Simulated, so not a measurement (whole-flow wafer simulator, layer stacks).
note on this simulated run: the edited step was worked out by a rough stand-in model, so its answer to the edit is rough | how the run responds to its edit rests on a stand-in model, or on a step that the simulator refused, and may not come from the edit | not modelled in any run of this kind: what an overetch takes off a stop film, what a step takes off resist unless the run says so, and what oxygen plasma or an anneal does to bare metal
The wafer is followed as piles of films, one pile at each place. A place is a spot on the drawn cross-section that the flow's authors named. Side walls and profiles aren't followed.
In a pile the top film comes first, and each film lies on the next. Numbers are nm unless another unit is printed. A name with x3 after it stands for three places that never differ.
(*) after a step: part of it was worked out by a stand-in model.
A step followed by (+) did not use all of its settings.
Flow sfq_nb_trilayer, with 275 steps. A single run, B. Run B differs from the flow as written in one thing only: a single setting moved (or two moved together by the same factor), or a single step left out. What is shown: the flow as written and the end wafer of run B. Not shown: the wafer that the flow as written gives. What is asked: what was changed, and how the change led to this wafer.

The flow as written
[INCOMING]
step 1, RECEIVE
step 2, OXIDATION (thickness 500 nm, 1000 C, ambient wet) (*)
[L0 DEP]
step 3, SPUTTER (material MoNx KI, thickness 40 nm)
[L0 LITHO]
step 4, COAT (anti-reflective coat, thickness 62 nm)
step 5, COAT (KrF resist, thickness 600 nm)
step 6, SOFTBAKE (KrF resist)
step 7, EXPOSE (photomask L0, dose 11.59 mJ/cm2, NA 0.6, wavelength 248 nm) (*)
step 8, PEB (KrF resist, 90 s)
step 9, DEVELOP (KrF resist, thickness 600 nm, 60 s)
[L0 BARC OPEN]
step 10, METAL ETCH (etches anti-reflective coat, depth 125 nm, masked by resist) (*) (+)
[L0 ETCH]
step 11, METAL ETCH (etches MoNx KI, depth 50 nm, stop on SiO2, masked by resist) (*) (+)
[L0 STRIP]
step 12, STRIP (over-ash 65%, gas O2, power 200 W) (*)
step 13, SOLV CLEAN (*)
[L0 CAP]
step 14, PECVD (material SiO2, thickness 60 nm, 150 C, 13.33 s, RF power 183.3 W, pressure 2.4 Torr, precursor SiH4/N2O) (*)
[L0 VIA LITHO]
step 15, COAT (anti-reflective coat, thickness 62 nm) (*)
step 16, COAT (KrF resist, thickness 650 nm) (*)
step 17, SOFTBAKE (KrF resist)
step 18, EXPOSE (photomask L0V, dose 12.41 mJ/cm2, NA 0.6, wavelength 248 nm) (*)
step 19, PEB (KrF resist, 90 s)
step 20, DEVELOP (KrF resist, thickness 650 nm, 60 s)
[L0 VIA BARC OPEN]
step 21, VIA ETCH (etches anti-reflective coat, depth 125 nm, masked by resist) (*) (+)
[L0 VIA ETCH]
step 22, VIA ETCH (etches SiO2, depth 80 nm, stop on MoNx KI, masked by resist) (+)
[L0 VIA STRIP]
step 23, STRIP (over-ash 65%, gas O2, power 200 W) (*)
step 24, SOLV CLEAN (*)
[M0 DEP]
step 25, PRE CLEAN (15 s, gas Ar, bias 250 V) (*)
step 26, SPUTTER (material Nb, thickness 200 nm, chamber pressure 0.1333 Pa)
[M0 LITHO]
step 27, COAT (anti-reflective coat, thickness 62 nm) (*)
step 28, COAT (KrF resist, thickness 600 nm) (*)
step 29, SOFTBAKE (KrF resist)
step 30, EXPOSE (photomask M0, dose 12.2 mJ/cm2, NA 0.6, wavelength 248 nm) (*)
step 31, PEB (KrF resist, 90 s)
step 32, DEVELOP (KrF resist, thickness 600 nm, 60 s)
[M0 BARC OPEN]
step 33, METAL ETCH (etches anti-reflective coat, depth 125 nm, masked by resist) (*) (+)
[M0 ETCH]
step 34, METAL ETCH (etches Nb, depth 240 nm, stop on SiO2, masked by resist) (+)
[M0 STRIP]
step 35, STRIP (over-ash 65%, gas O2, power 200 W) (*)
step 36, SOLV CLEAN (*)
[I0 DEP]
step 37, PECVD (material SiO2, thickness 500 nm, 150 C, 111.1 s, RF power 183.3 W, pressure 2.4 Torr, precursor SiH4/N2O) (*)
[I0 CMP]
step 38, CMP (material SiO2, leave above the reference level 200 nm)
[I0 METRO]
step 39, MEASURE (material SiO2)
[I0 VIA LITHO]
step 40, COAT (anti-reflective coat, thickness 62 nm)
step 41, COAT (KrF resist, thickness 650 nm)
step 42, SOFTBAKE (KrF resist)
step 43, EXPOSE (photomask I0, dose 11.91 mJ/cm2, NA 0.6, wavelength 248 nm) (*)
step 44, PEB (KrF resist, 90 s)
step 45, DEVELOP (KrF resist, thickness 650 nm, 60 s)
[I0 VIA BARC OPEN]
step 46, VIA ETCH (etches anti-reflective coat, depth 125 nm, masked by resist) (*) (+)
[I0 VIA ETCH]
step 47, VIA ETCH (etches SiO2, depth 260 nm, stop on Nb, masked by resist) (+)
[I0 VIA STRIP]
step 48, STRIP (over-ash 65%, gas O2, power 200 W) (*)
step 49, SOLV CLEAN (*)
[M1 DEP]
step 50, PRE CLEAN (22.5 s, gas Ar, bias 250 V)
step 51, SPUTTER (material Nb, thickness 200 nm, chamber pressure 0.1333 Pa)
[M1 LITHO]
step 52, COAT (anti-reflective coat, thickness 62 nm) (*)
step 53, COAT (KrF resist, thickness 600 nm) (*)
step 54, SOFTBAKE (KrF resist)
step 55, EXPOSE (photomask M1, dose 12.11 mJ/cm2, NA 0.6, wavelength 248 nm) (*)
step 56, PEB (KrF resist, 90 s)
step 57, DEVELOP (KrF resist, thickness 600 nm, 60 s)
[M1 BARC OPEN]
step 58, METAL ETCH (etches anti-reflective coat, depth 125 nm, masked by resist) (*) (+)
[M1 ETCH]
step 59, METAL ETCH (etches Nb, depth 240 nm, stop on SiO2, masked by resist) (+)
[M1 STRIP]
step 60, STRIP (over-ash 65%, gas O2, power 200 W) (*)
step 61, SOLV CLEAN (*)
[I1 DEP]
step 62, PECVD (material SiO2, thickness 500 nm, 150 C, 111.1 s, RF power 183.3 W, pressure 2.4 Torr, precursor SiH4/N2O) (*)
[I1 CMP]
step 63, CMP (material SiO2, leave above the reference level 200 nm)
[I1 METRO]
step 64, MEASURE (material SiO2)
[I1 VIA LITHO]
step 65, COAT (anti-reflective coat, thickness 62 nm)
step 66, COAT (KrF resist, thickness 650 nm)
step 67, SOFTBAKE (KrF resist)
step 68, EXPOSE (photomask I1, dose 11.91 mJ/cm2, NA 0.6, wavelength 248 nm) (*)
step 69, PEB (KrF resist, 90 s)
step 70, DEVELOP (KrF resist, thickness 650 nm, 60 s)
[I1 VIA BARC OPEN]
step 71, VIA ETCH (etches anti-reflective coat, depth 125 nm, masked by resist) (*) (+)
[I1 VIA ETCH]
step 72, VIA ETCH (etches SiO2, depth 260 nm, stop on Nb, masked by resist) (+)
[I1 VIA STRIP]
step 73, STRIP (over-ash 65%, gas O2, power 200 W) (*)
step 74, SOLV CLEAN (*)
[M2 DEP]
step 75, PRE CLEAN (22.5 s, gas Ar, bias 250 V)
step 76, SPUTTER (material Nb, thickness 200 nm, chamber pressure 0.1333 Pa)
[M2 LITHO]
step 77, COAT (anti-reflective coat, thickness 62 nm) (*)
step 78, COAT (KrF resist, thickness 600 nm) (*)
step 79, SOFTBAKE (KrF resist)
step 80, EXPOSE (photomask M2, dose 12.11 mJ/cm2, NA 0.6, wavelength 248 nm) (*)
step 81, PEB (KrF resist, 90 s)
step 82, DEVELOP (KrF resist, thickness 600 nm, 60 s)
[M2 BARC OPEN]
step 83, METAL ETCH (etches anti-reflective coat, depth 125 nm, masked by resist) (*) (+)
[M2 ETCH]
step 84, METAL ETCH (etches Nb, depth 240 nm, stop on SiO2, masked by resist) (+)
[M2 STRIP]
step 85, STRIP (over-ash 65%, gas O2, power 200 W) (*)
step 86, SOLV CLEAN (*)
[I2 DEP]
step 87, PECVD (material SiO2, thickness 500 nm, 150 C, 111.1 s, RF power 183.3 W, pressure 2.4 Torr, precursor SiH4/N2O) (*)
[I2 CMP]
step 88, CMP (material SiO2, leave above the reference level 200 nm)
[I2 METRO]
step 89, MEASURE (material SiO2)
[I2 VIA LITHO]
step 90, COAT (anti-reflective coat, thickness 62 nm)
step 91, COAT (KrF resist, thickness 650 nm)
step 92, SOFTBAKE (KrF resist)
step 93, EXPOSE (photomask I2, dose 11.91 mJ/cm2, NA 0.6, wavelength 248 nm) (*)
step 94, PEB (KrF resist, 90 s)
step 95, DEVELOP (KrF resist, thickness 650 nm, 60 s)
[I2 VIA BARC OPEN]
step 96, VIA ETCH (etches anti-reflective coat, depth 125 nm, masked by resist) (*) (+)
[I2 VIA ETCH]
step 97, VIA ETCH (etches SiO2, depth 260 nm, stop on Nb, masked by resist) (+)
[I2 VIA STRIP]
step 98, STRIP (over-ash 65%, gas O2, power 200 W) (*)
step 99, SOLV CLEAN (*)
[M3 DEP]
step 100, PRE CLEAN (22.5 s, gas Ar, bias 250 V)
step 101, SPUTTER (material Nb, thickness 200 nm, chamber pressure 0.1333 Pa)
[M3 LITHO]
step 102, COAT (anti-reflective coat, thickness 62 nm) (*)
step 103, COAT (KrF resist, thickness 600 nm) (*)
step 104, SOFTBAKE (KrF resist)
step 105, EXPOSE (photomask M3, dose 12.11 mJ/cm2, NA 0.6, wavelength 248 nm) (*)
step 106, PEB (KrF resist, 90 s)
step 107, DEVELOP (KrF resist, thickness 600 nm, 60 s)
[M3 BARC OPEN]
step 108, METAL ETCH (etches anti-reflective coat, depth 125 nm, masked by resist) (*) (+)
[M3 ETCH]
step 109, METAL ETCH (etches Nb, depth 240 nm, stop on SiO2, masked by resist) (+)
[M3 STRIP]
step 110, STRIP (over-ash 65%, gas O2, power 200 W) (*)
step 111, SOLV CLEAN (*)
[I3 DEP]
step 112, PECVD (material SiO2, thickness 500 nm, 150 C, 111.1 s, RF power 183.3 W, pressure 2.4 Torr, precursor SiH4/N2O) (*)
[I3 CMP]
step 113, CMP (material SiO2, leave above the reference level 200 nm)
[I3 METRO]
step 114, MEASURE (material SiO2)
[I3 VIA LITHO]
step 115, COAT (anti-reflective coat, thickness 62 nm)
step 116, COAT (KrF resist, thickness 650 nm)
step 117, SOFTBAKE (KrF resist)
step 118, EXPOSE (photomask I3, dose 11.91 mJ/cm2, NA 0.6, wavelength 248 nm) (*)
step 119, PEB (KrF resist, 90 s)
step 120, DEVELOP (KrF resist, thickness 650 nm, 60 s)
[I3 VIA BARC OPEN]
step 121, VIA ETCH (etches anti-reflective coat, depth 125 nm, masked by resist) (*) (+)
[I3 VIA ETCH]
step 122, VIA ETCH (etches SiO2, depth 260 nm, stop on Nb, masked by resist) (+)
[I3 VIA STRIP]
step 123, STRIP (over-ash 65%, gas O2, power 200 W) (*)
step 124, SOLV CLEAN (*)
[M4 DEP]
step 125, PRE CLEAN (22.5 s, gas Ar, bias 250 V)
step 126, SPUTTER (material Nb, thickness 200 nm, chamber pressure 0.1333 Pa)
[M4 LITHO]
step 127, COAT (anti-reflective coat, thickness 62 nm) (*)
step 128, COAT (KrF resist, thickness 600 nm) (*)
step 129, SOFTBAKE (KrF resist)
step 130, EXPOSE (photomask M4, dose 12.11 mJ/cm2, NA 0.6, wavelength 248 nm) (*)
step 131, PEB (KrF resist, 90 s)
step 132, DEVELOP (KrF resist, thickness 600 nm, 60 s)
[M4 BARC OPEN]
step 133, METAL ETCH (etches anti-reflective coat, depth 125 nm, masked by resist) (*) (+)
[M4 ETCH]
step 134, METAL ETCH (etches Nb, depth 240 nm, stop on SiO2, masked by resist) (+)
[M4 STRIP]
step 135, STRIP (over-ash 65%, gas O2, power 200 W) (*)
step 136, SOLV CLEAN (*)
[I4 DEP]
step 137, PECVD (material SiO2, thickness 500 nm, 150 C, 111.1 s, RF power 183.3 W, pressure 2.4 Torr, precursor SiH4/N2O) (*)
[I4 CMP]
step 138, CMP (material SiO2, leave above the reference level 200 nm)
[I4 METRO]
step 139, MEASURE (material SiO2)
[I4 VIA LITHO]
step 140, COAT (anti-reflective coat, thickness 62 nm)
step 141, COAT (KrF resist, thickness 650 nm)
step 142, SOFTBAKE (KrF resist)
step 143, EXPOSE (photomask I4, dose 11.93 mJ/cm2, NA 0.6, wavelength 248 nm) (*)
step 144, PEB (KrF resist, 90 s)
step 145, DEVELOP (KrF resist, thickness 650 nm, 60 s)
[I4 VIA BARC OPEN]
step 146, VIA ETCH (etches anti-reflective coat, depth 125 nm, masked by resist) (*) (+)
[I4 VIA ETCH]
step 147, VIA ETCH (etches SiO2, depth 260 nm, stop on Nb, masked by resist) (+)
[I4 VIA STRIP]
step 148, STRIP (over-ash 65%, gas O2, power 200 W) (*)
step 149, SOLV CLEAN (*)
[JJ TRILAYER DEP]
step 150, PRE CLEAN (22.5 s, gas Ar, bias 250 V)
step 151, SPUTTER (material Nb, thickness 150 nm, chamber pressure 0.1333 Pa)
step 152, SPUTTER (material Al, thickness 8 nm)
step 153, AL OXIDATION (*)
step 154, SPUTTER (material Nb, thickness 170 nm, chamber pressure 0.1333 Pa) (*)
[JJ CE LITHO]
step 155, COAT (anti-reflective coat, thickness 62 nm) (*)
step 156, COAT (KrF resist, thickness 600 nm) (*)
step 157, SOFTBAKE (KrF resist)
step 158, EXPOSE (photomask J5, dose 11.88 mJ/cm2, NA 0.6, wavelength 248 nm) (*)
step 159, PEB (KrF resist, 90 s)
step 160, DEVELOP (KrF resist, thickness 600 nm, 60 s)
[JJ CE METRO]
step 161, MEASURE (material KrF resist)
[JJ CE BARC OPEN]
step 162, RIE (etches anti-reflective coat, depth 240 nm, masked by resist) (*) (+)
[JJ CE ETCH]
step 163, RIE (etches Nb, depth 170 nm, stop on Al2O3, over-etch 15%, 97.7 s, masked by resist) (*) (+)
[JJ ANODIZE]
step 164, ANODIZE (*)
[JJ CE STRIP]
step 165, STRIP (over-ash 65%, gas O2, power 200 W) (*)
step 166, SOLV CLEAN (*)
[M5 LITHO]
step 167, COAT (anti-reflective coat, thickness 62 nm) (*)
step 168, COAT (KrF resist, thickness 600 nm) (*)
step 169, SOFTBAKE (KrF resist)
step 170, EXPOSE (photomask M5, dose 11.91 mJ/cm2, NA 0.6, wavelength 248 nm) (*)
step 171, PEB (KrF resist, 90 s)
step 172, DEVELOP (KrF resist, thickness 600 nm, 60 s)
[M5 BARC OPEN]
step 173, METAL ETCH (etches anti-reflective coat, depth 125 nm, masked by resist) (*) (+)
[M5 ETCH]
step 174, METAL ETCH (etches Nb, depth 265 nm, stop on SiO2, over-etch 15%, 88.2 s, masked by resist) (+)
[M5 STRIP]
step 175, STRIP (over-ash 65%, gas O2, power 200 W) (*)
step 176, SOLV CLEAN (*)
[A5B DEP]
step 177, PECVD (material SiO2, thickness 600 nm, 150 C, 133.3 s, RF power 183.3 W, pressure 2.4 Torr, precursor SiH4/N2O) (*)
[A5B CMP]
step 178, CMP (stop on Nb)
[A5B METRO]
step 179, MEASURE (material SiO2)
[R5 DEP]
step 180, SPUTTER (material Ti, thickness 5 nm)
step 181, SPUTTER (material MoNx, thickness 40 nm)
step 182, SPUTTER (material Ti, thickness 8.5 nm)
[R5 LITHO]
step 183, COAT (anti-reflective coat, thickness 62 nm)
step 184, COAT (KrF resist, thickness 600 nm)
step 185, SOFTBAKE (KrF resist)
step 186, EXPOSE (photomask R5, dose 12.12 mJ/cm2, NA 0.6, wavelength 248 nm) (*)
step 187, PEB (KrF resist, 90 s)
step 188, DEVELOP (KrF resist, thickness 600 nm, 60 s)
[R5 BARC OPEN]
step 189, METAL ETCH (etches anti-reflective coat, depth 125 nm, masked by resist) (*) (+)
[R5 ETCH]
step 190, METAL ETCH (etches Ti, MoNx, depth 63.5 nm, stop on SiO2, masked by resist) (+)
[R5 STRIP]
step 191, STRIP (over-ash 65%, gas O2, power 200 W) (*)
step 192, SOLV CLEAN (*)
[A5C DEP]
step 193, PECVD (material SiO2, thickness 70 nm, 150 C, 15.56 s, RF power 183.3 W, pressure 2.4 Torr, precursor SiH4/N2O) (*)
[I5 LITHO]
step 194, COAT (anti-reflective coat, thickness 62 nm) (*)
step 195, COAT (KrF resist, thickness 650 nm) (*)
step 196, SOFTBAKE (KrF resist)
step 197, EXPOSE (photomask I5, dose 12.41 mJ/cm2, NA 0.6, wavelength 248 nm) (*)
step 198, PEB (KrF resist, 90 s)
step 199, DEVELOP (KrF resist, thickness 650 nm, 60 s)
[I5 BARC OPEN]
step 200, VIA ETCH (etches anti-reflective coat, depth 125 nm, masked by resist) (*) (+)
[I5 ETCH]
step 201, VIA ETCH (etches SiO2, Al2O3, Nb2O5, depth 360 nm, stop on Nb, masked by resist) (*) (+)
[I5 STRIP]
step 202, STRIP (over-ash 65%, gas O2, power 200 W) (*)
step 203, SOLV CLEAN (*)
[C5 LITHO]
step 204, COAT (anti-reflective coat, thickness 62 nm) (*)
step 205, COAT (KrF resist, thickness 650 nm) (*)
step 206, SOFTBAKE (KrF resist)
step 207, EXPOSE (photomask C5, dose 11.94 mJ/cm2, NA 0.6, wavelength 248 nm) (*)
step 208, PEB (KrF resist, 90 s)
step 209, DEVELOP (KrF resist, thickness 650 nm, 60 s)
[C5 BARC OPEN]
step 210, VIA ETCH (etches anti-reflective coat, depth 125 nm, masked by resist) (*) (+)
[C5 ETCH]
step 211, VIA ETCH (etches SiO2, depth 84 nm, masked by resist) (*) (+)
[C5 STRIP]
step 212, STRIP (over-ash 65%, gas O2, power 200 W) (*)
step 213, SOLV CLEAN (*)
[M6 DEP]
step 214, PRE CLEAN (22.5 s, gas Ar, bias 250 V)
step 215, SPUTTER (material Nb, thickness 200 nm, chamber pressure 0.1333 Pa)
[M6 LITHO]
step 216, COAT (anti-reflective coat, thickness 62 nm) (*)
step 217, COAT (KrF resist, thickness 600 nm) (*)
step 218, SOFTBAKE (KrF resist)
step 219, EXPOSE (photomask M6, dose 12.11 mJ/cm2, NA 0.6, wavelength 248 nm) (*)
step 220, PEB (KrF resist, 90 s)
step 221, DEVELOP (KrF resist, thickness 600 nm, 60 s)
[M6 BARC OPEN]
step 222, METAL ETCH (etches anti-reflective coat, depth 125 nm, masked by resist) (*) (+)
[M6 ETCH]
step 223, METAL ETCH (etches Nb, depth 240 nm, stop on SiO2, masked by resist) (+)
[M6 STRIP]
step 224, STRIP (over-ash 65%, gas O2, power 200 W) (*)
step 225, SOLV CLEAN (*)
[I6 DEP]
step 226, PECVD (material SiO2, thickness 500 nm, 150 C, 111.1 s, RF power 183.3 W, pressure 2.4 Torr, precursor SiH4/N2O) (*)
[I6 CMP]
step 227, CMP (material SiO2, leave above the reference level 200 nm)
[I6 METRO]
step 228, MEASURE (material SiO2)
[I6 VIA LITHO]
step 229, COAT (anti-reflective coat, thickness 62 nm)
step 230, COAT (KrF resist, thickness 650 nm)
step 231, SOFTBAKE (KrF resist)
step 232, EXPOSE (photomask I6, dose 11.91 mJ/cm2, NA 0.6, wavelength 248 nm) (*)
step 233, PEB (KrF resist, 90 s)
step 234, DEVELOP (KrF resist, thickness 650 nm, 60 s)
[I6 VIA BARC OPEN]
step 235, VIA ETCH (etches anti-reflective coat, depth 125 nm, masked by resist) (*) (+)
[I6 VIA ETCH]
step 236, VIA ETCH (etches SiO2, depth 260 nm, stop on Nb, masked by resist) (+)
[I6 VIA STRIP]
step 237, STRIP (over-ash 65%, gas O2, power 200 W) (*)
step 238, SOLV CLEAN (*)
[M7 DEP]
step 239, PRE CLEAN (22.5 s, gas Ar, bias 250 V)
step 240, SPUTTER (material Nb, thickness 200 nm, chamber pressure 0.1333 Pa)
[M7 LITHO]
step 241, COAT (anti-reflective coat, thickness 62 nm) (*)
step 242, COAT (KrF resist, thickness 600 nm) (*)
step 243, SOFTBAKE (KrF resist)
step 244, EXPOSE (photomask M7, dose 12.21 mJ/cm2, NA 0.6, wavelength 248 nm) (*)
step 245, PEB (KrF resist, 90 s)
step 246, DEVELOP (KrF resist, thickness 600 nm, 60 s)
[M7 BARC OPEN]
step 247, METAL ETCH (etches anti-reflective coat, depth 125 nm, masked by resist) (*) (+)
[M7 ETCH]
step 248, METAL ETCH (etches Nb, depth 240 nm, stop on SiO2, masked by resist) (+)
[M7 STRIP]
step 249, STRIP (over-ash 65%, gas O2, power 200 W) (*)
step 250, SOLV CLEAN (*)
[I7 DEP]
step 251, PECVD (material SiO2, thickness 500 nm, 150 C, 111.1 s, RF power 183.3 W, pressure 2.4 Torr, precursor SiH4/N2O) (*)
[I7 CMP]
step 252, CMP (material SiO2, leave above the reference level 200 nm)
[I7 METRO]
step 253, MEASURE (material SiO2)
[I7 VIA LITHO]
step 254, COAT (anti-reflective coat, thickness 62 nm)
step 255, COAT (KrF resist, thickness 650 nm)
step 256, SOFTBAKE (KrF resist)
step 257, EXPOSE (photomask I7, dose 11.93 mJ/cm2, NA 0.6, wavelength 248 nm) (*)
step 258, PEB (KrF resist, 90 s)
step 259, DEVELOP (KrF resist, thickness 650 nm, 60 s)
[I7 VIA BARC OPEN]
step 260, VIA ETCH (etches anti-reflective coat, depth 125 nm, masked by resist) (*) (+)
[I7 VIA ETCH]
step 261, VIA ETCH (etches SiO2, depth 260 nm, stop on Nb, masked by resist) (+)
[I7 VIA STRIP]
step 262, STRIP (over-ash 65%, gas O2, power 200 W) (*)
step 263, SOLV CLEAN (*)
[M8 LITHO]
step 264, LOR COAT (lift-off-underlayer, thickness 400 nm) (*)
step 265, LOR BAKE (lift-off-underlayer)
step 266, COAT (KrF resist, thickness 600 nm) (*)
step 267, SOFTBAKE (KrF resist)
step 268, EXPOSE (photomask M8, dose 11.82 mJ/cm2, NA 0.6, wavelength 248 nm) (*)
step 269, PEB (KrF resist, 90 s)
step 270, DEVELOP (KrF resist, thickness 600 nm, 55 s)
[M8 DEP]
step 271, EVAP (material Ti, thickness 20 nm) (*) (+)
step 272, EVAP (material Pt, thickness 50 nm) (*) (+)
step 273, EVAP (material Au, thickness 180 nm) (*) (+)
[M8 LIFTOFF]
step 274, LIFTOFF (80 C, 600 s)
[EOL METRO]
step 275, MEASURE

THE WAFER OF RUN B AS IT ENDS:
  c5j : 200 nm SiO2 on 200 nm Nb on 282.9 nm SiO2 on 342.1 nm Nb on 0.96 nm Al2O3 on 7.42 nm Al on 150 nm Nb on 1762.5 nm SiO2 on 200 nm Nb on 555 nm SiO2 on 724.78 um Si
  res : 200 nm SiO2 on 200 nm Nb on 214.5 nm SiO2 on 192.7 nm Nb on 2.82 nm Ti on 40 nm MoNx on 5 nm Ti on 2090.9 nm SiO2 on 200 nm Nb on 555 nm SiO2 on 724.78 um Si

The reason: step 211, VIA ETCH: depth 69.3 nm was run, while the flow as written has depth 84 nm.

Step by step, how the change led to this:
  step 211, VIA ETCH (etches SiO2, depth 84 nm, masked by resist) (*) (+)
      c5j: SiO2 loses 69.3 (in the flow as written it would be: SiO2 loses 69.9 (all of it), Nb loses 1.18)
      res: SiO2 loses 69.3 (in the flow as written it would be: SiO2 loses 69.9 (all of it))
      (and at 104 other places as well)
  step 214, PRE CLEAN (22.5 s, gas Ar, bias 250 V)
      c5j: SiO2 loses 0.59 (all of it), Nb loses 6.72 (in the flow as written it would be: Nb loses 6.45)
      res: SiO2 loses 0.56 (all of it), Ti loses 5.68 (in the flow as written it would be: Ti loses 4.53)
